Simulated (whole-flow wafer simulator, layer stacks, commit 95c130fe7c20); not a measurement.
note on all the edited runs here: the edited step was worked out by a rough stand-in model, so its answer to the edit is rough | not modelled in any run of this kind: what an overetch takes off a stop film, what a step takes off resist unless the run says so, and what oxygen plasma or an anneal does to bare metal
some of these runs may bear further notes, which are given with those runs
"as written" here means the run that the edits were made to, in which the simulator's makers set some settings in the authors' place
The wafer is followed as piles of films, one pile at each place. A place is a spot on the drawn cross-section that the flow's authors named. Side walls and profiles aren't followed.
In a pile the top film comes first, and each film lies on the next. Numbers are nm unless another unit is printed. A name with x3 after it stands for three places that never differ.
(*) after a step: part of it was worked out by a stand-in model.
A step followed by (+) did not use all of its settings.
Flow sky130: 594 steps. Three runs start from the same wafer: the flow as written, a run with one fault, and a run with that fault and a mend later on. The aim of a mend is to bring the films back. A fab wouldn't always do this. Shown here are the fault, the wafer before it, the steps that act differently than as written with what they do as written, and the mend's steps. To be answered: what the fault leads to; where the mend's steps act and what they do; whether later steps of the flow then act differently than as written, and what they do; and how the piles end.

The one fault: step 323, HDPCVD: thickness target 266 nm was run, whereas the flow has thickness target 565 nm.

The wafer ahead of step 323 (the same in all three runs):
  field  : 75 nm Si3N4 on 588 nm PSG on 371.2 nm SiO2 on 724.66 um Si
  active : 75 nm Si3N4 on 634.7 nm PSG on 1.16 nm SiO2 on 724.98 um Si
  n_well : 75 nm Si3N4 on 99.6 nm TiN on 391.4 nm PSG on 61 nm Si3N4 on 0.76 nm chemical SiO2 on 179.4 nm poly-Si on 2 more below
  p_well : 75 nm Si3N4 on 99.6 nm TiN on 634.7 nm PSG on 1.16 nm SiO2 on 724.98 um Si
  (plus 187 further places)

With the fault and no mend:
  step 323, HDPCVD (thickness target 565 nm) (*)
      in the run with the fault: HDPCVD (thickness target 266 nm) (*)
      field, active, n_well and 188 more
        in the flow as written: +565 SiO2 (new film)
        in the run with the fault: +266 SiO2 (new film)
  Later steps of the flow acting differently than as written (28 other steps are not shown; they differ only slightly, by no more than 2% or 0.5 nm, whichever is larger):
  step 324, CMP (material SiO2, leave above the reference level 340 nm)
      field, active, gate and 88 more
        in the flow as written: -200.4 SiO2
        in the run with the fault: nothing
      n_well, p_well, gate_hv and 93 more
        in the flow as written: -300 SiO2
        in the run with the fault: -1 SiO2
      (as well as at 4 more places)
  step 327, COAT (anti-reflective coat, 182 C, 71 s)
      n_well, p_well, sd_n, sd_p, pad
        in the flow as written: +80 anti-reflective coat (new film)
        in the run with the fault: +3 anti-reflective coat (new film)
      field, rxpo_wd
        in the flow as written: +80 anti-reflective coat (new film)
        in the run with the fault: +86.5 anti-reflective coat (new film)
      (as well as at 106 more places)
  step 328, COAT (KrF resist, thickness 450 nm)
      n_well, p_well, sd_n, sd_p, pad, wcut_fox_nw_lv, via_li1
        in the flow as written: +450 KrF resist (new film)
        in the run with the fault: +435 KrF resist (new film)
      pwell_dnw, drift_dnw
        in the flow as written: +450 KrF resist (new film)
        in the run with the fault: +427.9 KrF resist (new film)
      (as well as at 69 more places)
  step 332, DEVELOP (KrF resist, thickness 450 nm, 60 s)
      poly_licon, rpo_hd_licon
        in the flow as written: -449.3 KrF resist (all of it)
        in the run with the fault: -436.2 KrF resist (all of it)
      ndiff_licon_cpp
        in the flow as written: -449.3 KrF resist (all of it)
        in the run with the fault: -437 KrF resist (all of it)
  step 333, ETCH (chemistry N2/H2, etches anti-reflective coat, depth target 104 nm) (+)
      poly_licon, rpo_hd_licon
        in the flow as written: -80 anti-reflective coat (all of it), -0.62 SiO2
        in the run with the fault: -3.79 anti-reflective coat (all of it), -2.57 SiO2
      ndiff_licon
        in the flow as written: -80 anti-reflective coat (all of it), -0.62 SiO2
        in the run with the fault: -45.1 anti-reflective coat (all of it), -1.51 SiO2
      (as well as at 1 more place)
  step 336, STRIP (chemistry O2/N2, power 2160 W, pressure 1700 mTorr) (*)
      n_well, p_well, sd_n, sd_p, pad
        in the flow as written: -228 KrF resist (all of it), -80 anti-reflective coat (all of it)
        in the run with the fault: -213.1 KrF resist (all of it), -3 anti-reflective coat (all of it)
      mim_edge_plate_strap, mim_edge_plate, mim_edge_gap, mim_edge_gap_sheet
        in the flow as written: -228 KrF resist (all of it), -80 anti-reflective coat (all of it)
        in the run with the fault: -234.3 KrF resist (all of it), -80.4 anti-reflective coat (all of it)
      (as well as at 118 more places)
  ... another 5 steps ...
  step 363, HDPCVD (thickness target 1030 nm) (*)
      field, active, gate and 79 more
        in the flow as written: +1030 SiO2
        in the run with the fault: +1030 SiO2 (new film)
  At field, active, gate and 90 more, the piles at the end differ from the flow's by more than 2% or 0.5 nm, whichever is larger.
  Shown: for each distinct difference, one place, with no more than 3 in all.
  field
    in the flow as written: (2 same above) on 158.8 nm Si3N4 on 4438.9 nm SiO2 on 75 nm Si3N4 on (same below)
    in the run with the fault: (2 same above) on 158.8 nm Si3N4 on 4085.6 nm SiO2 on 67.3 nm W on 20 nm TiN on 266 nm SiO2 on 75 nm Si3N4 on (same below)
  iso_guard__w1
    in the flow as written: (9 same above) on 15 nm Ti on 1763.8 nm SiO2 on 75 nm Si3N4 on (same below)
    in the run with the fault: (9 same above) on 15 nm Ti on 1410.5 nm SiO2 on 67.3 nm W on 20 nm TiN on 266 nm SiO2 on 75 nm Si3N4 on (same below)
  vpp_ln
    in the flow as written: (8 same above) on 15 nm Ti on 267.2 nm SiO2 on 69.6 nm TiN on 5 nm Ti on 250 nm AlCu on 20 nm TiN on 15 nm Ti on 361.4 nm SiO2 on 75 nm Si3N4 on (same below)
    in the run with the fault: (8 same above) on 15 nm Ti on 267.8 nm SiO2 on 69.6 nm TiN on 5 nm Ti on 250 nm AlCu on 20 nm TiN on 15 nm Ti on 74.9 nm W on 20 nm TiN on 266 nm SiO2 on 75 nm Si3N4 on (same below)

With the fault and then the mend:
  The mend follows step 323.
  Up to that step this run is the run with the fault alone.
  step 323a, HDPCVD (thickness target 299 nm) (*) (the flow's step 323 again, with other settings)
      field, active, n_well and 188 more
        +299 SiO2
  Every later step of the flow that is run acts as written at every place that is followed.
  By the end, the piles equal the flow's at every place that both follow.
